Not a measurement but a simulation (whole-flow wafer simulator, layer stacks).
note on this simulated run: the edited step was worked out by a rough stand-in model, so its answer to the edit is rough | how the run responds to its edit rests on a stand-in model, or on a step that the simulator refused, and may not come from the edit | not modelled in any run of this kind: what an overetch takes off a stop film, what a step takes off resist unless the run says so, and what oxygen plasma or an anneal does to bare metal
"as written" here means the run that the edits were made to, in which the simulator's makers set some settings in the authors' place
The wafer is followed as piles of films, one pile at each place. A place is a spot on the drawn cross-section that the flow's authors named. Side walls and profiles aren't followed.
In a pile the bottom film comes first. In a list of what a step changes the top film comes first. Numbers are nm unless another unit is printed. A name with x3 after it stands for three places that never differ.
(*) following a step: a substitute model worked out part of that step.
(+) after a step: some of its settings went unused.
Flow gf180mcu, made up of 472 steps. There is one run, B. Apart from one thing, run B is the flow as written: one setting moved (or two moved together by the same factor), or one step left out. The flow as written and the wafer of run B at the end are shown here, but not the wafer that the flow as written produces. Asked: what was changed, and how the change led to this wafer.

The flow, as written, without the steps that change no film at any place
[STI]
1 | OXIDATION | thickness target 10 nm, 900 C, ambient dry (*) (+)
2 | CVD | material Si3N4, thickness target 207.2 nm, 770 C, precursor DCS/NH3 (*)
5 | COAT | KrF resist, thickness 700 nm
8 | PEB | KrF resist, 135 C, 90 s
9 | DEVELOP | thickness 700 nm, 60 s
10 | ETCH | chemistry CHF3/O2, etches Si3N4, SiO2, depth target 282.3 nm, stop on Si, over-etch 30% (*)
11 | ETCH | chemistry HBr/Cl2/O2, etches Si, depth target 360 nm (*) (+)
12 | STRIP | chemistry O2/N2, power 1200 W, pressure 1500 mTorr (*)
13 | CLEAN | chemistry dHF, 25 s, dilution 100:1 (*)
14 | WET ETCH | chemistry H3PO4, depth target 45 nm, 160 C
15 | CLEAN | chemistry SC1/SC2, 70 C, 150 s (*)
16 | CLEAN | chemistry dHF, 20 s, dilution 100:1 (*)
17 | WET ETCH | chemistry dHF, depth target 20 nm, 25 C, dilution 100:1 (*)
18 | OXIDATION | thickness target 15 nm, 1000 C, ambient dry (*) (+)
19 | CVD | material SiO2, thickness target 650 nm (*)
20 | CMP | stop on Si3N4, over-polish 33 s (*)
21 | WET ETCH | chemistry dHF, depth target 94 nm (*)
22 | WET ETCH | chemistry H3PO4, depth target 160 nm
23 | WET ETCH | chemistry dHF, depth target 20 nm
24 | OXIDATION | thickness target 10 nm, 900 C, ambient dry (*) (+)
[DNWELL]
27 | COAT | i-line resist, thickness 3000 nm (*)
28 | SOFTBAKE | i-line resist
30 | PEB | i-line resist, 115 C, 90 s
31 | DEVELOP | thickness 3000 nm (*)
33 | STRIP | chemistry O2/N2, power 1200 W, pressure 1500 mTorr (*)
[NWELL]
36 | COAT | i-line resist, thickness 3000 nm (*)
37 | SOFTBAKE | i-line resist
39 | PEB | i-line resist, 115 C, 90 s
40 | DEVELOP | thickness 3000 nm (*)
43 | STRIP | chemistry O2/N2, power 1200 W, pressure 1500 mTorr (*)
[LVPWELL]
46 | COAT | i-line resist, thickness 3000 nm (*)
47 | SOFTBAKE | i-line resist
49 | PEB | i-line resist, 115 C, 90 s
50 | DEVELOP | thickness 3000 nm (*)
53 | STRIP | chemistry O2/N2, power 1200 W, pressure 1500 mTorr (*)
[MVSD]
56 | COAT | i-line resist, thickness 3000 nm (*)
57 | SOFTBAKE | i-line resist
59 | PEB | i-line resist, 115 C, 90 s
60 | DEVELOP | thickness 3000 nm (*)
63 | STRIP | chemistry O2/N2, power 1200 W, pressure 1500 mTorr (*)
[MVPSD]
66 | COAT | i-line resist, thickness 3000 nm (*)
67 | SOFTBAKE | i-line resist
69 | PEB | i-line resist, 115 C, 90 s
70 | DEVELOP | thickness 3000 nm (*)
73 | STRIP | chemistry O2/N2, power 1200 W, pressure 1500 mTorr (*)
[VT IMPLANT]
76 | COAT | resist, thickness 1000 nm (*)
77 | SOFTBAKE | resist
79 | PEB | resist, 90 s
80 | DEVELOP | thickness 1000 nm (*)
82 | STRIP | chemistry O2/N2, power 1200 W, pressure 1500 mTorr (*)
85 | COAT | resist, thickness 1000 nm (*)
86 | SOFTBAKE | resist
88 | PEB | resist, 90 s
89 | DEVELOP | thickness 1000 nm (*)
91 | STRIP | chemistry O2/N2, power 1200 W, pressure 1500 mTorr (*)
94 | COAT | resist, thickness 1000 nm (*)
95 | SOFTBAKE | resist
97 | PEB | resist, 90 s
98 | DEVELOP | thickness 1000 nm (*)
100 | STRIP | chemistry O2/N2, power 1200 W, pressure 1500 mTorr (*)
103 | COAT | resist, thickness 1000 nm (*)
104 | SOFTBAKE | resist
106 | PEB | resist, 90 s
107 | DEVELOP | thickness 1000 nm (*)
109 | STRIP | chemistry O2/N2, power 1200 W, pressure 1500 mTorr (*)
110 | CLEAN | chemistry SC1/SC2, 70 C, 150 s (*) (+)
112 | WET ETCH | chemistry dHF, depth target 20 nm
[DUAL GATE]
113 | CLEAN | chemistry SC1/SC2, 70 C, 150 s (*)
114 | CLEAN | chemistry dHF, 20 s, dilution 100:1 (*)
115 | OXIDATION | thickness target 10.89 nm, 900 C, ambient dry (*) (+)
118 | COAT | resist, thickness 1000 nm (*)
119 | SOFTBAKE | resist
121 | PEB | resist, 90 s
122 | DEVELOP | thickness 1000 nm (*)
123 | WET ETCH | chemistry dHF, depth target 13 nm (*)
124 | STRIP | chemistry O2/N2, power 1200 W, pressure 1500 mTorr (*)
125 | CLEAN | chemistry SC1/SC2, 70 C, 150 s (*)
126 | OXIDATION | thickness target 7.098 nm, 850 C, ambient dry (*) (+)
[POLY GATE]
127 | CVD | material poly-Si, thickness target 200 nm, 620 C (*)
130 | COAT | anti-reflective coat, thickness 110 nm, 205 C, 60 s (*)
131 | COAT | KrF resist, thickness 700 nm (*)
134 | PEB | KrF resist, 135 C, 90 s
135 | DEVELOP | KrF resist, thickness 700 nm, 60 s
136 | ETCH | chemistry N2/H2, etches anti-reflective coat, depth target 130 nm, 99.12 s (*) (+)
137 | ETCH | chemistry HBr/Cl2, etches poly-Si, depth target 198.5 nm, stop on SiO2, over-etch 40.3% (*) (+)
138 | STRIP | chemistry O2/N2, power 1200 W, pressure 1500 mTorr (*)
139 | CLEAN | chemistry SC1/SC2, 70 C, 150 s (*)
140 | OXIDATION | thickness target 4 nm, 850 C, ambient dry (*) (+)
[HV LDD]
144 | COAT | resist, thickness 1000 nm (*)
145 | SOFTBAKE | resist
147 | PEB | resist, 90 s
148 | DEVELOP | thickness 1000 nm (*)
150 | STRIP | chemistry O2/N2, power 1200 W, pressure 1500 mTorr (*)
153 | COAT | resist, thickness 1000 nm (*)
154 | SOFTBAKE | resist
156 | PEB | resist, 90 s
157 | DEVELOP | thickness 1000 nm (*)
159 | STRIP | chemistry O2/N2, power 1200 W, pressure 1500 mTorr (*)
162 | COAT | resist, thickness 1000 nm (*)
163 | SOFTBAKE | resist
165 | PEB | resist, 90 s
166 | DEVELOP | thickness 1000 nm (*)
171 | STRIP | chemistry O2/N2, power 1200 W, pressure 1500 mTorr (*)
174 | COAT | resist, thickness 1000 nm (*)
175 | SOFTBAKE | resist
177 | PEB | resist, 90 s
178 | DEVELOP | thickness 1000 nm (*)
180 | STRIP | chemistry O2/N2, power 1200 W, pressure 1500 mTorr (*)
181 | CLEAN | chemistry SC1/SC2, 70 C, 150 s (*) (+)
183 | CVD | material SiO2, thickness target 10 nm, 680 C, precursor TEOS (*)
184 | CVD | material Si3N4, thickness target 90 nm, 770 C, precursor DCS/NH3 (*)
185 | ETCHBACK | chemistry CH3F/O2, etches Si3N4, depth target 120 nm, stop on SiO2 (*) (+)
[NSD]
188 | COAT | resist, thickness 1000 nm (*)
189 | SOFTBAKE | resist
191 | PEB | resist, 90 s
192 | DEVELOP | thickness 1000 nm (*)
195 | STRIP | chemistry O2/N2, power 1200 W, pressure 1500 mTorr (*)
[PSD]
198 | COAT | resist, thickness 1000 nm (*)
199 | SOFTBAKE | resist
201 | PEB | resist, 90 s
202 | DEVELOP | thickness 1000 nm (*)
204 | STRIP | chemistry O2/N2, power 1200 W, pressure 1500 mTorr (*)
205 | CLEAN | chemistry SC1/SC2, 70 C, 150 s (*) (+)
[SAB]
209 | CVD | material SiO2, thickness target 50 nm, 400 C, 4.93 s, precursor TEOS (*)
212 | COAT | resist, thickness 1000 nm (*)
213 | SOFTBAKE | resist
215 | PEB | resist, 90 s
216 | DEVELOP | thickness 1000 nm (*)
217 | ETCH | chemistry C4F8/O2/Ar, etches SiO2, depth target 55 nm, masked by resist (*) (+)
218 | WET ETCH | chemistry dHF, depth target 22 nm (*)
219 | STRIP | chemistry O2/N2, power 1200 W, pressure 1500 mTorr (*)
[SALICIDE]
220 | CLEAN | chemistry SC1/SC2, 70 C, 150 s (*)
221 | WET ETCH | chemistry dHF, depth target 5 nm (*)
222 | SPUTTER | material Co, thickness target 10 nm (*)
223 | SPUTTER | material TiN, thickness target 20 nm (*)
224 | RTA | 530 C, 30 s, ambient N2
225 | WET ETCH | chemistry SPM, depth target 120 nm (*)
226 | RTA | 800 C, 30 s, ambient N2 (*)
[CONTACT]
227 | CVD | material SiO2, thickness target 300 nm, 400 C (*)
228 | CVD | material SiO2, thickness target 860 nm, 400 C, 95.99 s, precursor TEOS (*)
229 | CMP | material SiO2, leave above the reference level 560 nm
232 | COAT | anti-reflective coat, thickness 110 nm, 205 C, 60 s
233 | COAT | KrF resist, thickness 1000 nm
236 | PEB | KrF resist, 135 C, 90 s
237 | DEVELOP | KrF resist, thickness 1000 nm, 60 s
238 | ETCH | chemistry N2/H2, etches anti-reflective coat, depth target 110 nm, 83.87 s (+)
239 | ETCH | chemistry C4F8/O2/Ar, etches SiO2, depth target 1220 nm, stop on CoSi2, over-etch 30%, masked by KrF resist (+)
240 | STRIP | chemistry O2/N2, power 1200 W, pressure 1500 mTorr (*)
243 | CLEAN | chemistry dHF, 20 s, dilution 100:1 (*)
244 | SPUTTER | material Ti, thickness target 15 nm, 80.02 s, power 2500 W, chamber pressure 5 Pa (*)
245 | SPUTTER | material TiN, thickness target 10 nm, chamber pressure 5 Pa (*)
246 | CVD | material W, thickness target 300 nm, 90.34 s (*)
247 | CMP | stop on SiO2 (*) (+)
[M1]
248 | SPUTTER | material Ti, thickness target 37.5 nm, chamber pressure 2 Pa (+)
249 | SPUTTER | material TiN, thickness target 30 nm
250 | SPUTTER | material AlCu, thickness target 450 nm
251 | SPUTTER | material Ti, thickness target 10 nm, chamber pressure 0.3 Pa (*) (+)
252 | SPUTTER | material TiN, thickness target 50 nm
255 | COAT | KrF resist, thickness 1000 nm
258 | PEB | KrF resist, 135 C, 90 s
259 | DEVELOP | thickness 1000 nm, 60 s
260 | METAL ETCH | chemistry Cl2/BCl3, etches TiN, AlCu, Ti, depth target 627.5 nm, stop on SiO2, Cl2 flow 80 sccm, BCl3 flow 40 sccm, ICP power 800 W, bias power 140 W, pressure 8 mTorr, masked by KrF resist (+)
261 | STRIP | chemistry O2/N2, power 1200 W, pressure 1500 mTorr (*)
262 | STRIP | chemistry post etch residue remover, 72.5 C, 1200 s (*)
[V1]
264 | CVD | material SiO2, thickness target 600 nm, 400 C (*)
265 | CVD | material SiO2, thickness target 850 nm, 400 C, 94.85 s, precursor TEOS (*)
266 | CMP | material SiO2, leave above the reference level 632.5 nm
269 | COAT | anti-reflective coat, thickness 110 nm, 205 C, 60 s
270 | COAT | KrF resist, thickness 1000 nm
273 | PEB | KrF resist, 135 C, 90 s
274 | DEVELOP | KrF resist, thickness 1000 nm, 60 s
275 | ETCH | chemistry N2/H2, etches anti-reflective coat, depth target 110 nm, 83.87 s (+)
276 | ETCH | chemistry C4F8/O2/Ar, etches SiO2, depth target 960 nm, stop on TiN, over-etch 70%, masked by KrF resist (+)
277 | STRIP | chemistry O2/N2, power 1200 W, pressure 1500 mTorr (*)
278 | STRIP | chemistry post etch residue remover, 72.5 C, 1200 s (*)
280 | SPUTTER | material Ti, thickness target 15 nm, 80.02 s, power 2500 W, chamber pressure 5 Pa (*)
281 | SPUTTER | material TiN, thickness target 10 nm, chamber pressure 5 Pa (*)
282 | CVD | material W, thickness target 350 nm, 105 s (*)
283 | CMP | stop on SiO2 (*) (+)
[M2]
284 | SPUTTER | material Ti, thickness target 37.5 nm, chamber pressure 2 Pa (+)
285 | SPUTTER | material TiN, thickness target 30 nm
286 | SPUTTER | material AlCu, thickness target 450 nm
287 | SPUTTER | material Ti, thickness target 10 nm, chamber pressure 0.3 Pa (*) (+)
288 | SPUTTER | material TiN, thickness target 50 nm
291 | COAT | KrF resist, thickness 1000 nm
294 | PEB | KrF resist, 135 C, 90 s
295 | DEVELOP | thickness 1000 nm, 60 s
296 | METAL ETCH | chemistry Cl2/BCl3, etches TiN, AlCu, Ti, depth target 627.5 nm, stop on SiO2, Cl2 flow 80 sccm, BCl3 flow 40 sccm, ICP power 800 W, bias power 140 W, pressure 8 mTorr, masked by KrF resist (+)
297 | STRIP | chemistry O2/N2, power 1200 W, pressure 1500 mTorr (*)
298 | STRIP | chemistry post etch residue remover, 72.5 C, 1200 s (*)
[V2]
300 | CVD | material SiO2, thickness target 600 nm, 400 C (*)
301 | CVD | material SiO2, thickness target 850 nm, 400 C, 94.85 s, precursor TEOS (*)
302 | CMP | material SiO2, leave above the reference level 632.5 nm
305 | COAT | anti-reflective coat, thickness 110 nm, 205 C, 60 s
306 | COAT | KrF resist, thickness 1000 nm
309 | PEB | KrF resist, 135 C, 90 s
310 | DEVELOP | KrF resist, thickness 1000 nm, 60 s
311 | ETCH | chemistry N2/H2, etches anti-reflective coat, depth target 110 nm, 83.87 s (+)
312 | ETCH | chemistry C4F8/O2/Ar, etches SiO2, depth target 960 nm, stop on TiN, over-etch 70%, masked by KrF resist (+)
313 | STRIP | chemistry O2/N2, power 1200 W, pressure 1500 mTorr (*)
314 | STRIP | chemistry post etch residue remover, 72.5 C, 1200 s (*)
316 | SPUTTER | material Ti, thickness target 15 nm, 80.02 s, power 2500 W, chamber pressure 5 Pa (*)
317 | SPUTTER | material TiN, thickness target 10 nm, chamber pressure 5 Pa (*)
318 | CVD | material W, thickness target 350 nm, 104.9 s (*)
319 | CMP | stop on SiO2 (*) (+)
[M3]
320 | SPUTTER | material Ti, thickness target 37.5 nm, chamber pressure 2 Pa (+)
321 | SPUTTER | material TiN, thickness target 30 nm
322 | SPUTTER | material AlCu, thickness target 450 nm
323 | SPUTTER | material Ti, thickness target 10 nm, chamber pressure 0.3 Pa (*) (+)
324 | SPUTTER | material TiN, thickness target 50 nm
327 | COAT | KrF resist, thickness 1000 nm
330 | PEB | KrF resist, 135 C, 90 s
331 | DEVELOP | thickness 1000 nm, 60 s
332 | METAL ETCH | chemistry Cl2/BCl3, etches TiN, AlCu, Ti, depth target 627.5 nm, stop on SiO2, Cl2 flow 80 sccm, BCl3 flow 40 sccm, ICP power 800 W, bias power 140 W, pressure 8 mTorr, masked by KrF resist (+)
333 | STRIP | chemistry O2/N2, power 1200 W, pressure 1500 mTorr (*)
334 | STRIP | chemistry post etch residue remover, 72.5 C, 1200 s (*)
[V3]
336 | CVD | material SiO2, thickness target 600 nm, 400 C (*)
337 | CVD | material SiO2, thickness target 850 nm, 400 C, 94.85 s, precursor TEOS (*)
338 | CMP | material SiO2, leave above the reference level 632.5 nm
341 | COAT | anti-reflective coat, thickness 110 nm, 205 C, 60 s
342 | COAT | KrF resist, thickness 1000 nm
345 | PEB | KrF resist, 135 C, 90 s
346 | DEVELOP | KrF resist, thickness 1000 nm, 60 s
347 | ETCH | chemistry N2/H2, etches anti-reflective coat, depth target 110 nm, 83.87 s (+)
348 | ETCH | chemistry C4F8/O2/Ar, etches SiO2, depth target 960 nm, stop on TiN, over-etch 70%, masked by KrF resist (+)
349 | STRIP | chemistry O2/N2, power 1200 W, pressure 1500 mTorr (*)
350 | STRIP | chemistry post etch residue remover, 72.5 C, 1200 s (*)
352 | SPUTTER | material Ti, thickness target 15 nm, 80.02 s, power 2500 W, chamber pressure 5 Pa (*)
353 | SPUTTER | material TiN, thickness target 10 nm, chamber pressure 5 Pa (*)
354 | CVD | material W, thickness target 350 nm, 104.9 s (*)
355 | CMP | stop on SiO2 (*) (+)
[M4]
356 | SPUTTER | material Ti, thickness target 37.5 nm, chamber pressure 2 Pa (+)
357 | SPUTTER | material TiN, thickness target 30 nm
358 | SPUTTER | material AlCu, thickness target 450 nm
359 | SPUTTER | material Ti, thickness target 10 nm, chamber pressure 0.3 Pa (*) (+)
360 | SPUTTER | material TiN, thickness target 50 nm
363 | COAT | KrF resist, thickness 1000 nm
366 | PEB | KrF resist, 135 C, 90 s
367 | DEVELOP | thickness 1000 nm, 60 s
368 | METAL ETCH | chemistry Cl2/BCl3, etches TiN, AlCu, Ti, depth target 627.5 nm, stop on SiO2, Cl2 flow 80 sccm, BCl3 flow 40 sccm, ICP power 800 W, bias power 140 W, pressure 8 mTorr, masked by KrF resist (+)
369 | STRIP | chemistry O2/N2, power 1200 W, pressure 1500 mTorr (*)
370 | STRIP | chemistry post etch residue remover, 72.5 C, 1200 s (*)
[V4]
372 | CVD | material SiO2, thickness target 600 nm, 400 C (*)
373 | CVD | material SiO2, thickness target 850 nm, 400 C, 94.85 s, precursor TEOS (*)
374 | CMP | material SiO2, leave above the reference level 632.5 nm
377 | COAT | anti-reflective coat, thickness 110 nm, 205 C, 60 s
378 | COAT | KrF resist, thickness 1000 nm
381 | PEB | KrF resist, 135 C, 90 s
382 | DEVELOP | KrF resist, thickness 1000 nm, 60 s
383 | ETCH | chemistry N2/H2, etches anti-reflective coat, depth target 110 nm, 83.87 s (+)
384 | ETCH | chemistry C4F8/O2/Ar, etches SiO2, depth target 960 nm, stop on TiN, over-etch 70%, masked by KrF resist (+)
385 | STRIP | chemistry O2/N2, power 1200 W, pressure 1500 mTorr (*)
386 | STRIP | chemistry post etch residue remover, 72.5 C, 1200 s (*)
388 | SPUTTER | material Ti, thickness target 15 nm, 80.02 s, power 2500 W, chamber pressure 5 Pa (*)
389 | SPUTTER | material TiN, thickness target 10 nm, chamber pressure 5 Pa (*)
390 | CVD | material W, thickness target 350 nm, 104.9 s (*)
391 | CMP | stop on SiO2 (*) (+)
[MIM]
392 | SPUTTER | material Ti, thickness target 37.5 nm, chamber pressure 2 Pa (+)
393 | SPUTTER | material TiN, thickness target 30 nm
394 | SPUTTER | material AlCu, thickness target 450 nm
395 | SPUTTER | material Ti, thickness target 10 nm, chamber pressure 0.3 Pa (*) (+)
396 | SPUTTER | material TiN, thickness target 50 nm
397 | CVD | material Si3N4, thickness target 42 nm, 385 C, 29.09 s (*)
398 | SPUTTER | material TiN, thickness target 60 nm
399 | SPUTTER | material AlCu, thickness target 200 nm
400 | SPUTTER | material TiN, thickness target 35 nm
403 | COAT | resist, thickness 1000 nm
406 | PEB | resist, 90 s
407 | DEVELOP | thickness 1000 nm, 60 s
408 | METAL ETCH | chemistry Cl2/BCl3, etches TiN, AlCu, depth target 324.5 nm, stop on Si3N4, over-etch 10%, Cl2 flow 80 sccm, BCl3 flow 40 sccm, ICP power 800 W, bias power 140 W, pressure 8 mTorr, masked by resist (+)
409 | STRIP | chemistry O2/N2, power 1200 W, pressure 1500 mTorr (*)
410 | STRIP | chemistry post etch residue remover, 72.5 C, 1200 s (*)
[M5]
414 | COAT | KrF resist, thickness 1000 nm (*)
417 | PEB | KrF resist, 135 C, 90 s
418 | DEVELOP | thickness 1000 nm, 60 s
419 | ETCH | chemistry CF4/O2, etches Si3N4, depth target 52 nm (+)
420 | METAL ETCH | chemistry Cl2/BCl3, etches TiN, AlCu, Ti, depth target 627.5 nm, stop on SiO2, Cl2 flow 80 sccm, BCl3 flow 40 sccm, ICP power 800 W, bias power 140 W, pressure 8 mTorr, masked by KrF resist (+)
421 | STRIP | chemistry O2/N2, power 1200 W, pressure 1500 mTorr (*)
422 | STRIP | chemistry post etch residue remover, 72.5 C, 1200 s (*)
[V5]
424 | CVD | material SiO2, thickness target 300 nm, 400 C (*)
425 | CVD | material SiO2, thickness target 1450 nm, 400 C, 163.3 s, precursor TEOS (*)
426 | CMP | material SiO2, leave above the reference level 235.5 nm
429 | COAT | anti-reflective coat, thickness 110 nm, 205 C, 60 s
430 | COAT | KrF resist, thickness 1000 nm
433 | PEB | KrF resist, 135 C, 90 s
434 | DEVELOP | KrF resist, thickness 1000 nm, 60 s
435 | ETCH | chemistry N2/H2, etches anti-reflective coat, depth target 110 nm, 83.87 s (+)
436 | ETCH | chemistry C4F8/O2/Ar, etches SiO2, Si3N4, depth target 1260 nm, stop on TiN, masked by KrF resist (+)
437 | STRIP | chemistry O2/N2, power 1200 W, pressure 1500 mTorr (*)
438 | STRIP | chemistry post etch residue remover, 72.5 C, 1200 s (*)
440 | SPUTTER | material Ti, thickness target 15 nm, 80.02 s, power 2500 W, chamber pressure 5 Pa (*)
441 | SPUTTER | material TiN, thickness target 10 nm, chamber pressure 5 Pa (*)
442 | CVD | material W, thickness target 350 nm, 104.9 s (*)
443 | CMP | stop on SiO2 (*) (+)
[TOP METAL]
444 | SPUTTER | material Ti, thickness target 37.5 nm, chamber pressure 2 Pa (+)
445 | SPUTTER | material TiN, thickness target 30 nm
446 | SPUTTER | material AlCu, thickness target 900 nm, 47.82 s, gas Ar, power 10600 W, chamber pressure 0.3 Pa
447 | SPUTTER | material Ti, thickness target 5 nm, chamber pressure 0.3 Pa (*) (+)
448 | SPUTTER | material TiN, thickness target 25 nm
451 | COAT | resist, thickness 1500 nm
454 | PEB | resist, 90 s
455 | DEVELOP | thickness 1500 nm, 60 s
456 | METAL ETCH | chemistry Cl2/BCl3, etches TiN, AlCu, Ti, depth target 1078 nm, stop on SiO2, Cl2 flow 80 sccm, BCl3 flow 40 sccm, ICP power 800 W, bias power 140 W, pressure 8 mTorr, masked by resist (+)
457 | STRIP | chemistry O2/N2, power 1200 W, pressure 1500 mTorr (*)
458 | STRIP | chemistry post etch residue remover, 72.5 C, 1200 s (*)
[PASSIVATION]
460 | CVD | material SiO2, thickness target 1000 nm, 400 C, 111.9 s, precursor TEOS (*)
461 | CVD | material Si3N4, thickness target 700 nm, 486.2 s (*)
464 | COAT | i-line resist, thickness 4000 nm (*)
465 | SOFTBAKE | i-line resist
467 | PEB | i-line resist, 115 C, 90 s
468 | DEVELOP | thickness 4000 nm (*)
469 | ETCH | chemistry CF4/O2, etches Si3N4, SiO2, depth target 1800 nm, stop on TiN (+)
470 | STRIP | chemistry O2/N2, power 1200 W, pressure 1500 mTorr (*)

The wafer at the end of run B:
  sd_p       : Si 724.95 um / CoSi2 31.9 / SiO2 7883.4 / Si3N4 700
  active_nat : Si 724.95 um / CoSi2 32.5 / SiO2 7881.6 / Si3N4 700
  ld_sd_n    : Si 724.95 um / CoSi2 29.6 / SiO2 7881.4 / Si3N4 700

What caused this: step 185, ETCHBACK: depth target 160 nm was run, though the flow has depth target 120 nm.

Step by step, how the change led to this:
  185 | ETCHBACK | chemistry CH3F/O2, etches Si3N4, depth target 120 nm, stop on SiO2 (*) (+)
      field, field__w1, field__w2 and 100 more: -90 Si3N4 (all of it), -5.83 SiO2 (it would be, as written: -90 Si3N4 (all of it), -2.5 SiO2)
  189 | SOFTBAKE | resist
      nw_sep_fld: -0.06 resist (it would be, as written: +1.07 resist)
  199 | SOFTBAKE | resist
      nw_sep_fld: -0.06 resist (it would be, as written: +1.07 resist)
  218 | WET ETCH | chemistry dHF, depth target 22 nm (*)
      gate, gate_hv, gate_p and 23 more: -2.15 SiO2 (all of it) (it would be, as written: -5.48 SiO2 (all of it))
      active, p_well, sd_n, iso_ptap_pw, iso_ntap_nw, iso_ptap_sub, vpnp_e: -5.68 SiO2 (all of it) (it would be, as written: -9.01 SiO2 (all of it))
      (and at 16 other places as well)
  222 | SPUTTER | material Co, thickness target 10 nm (*)
      field__w3: +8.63 Co (new film) (it would be, as written: +8.06 Co (new film))
  223 | SPUTTER | material TiN, thickness target 20 nm (*)
      field__w2: +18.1 TiN (new film) (it would be, as written: +17 TiN (new film))
      field__w3: +17 TiN (new film) (it would be, as written: +15.7 TiN (new film))
      (and at 4 other places as well)
  224 | RTA | 530 C, 30 s, ambient N2
      ld_sd_n: under 1 film: +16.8 CoSi (new film), -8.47 Co (all of it), -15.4 Si (it would be, as written: under 1 film: +16.1 CoSi (new film), -8.09 Co (all of it), -14.7 Si)
      ld_drn_n: under 1 film: +18.5 CoSi (new film), -9.29 Co (all of it), -16.9 Si (it would be, as written: under 1 film: +17.9 CoSi (new film), -9.02 Co (all of it), -16.4 Si)
      (and at 1 other place as well)
  225 | WET ETCH | chemistry SPM, depth target 120 nm (*)
      field__w2: -18.1 TiN (all of it), -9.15 Co (all of it) (it would be, as written: -17 TiN (all of it), -8.65 Co (all of it))
      field__w3: -17 TiN (all of it), -8.63 Co (all of it) (it would be, as written: -15.7 TiN (all of it), -8.06 Co (all of it))
      (and at 4 other places as well)
  226 | RTA | 800 C, 30 s, ambient N2 (*)
      active_nat: +32.5 CoSi2 (new film), -18.5 CoSi (all of it), -16.9 Si (it would be, as written: +31.8 CoSi2 (new film), -18.1 CoSi (all of it), -16.5 Si)
      ld_sd_n: +29.6 CoSi2 (new film), -16.8 CoSi (all of it), -15.4 Si (it would be, as written: +28.3 CoSi2 (new film), -16.1 CoSi (all of it), -14.7 Si)
      (and at 3 other places as well)
